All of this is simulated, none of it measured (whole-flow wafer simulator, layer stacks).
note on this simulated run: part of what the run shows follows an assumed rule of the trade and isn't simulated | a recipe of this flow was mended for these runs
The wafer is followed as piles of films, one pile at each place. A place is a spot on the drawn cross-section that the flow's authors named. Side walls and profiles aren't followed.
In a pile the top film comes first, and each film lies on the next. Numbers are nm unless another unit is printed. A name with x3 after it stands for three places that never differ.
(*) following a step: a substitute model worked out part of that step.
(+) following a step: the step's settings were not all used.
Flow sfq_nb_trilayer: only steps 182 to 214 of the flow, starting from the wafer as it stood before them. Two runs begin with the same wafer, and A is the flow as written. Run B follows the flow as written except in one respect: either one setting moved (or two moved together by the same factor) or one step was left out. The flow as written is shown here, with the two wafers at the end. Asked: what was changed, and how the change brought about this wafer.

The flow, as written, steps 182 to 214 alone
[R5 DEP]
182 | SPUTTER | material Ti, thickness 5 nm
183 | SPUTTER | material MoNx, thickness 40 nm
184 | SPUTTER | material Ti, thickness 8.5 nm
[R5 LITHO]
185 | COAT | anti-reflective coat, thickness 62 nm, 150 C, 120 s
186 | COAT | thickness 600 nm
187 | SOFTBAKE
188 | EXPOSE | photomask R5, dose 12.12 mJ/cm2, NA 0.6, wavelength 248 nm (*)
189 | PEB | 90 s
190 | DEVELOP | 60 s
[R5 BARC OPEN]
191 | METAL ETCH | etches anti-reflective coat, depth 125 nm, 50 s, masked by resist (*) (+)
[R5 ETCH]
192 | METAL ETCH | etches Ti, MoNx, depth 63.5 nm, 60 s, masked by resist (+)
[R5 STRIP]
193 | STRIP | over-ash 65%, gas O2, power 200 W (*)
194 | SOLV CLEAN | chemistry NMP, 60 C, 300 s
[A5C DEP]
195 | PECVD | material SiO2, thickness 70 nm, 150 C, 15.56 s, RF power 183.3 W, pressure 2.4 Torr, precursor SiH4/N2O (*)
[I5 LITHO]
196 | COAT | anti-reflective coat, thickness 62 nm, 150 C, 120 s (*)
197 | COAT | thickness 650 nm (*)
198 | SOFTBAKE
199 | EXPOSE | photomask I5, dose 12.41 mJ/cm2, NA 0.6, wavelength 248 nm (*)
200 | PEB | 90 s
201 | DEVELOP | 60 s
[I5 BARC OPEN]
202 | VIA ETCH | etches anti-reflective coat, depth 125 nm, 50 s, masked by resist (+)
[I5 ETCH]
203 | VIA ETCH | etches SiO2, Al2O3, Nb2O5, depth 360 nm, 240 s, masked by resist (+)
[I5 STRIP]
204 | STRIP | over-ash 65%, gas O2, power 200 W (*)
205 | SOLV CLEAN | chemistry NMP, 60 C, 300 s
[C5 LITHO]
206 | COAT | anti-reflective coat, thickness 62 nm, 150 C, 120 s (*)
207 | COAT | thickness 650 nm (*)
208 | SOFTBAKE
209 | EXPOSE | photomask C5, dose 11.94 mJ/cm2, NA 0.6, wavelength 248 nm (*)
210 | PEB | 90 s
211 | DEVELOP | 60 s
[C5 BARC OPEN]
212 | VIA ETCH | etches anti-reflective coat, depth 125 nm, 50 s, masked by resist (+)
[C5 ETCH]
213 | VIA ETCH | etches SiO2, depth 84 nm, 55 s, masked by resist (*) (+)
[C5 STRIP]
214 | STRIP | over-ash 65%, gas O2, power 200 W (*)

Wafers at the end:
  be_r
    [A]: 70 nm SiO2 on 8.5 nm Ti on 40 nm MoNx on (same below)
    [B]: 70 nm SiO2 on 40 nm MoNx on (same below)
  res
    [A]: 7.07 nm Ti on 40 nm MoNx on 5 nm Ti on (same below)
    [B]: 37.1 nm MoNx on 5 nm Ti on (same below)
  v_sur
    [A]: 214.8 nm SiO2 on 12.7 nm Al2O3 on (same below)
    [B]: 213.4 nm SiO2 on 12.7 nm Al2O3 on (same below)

Cause: step 184, SPUTTER: material Ti, thickness 8.5 nm, was not run.

How this came from the change, step by step:
  192 | METAL ETCH | etches Ti, MoNx, depth 63.5 nm, 60 s, masked by resist (+)
      field_l, v_sur, via_wl and 92 more: A Ti loses 8.5 (all of it), MoNx loses 40 (all of it), Ti loses 5 (all of it), SiO2 loses 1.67 | B MoNx loses 40 (all of it), Ti loses 5 (all of it), SiO2 loses 3.08
      ce_l, c5j, ce_r, wl_jj: A Ti loses 8.5 (all of it), MoNx loses 40 (all of it), Ti loses 5 (all of it), Nb loses 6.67 | B MoNx loses 40 (all of it), Ti loses 5 (all of it), Nb loses 12.3
  196 | COAT | anti-reflective coat, thickness 62 nm, 150 C, 120 s (*)
      r5r_line_l, r5r_line_c, r5r_line_r: A anti-reflective coat gains 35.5 (new film) | B anti-reflective coat gains 38.7 (new film)
      r5r_spacepad_l, r5r_spacepad_r: A anti-reflective coat gains 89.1 (new film) | B anti-reflective coat gains 85.4 (new film)
      (as well as at 7 more places)
  204 | STRIP | over-ash 65%, gas O2, power 200 W (*)
      r5r_line_l, r5r_line_c, r5r_line_r: A KrF-resist-other-grade loses 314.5 (all of it), anti-reflective coat loses 35.5 (all of it) | B KrF-resist-other-grade loses 314.7 (all of it), anti-reflective coat loses 38.7 (all of it)
      r5r_spacepad_l, r5r_spacepad_r: A KrF-resist-other-grade loses 316.1 (all of it), anti-reflective coat loses 89.1 (all of it) | B KrF-resist-other-grade loses 316 (all of it), anti-reflective coat loses 85.4 (all of it)
      (as well as at 7 more places)
  206 | COAT | anti-reflective coat, thickness 62 nm, 150 C, 120 s (*)
      r5r_line_l, r5r_line_c, r5r_line_r: A anti-reflective coat gains 35.5 (new film) | B anti-reflective coat gains 38.7 (new film)
      r5r_spacepad_l, r5r_spacepad_r: A anti-reflective coat gains 89.1 (new film) | B anti-reflective coat gains 85.4 (new film)
      (as well as at 7 more places)
  212 | VIA ETCH | etches anti-reflective coat, depth 125 nm, 50 s, masked by resist (+)
      c5j: A anti-reflective coat loses 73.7 (all of it), SiO2 loses 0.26 | B anti-reflective coat loses 75.8 (all of it), SiO2 loses 0.25
  213 | VIA ETCH | etches SiO2, depth 84 nm, 55 s, masked by resist (*) (+)
      res: A SiO2 loses 69.7 (all of it), Ti loses 1.43 | B SiO2 loses 69.7 (all of it), MoNx loses 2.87
  214 | STRIP | over-ash 65%, gas O2, power 200 W (*)
      r5r_line_l, r5r_line_c, r5r_line_r: A KrF-resist-other-grade loses 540 (all of it), anti-reflective coat loses 35.5 (all of it) | B KrF-resist-other-grade loses 540.2 (all of it), anti-reflective coat loses 38.7 (all of it)
      r5r_spacepad_l, r5r_spacepad_r: A KrF-resist-other-grade loses 541.6 (all of it), anti-reflective coat loses 89.1 (all of it) | B KrF-resist-other-grade loses 541.6 (all of it), anti-reflective coat loses 85.4 (all of it)
      (as well as at 6 more places)
